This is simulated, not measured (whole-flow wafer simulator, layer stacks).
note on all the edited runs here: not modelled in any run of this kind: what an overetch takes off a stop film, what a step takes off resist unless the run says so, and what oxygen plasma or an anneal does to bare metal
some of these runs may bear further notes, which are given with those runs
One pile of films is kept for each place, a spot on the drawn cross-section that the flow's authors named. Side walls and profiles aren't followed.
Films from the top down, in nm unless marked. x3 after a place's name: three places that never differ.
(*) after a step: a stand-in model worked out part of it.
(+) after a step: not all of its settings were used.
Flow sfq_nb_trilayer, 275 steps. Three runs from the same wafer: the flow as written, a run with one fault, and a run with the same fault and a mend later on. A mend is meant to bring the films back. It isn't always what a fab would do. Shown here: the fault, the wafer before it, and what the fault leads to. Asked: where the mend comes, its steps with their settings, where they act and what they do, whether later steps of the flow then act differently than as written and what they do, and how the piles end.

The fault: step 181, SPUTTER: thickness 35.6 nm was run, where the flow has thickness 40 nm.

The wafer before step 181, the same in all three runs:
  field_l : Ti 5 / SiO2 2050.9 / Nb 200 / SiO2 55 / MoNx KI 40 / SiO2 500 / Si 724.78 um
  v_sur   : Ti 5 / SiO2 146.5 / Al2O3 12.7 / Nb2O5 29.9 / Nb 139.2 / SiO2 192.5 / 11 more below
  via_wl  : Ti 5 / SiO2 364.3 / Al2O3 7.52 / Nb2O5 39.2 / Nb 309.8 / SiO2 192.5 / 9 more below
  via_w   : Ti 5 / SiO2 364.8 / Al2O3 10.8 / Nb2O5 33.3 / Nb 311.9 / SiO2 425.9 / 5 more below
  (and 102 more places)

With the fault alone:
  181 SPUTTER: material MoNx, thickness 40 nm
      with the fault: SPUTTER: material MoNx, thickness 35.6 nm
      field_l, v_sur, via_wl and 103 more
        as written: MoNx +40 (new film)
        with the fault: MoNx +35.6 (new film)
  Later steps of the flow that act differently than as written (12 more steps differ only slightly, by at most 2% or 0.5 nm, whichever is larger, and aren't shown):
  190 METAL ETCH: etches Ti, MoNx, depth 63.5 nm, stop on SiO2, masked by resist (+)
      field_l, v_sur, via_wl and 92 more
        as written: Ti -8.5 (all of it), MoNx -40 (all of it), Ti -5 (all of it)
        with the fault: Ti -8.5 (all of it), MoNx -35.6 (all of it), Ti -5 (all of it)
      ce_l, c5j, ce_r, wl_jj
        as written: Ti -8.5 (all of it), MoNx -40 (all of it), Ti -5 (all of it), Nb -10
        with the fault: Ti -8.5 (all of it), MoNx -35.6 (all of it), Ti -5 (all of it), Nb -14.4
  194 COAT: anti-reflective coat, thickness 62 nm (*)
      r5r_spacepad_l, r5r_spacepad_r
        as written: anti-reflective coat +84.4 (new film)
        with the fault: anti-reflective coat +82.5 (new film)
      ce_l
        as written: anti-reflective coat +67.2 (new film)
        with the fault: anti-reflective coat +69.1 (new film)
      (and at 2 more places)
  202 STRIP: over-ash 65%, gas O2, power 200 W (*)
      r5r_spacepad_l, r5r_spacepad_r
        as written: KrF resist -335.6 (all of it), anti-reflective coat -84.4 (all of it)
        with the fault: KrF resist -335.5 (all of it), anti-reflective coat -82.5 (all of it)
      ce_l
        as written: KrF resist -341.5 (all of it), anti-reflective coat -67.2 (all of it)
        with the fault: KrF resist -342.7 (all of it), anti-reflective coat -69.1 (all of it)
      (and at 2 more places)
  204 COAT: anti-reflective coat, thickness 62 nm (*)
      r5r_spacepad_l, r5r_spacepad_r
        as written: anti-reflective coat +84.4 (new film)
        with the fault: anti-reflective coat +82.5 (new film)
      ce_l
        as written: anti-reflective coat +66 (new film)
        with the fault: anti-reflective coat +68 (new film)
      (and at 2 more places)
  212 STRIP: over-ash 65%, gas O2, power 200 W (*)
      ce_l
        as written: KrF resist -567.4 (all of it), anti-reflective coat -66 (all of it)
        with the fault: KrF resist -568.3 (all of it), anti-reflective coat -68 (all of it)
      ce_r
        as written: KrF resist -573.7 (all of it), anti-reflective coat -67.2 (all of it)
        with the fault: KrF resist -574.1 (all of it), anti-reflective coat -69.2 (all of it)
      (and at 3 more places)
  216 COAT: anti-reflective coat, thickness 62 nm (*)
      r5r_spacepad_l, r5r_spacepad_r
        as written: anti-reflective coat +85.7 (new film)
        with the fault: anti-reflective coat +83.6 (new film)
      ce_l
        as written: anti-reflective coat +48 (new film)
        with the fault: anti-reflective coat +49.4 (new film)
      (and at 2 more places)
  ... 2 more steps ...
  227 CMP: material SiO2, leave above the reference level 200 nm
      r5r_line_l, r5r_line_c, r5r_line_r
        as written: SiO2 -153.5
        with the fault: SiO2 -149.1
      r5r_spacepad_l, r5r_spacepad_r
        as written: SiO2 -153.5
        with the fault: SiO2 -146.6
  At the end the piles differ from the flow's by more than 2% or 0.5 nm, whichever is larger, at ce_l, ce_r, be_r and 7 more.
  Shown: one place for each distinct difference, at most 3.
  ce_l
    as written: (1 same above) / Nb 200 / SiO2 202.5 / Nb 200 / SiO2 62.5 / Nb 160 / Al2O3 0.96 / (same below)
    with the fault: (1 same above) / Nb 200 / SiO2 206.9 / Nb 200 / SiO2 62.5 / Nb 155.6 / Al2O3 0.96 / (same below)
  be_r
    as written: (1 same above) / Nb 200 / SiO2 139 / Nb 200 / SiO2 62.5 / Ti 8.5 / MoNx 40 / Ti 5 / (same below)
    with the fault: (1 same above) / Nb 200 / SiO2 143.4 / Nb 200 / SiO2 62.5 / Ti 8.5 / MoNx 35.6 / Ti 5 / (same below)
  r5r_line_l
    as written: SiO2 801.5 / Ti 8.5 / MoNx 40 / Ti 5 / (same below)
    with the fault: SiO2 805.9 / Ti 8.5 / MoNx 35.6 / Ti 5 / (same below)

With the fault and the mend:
  The mend comes after step 181.
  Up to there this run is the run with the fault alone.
  181a SPUTTER: material MoNx, thickness 4.4 nm (the flow's step 181 once more, with other settings)
      field_l, v_sur, via_wl and 103 more
        MoNx +4.4
  No later step of the flow acts differently than as written at any place that is followed.
  At the end the piles are the same as the flow's at every place that both follow.
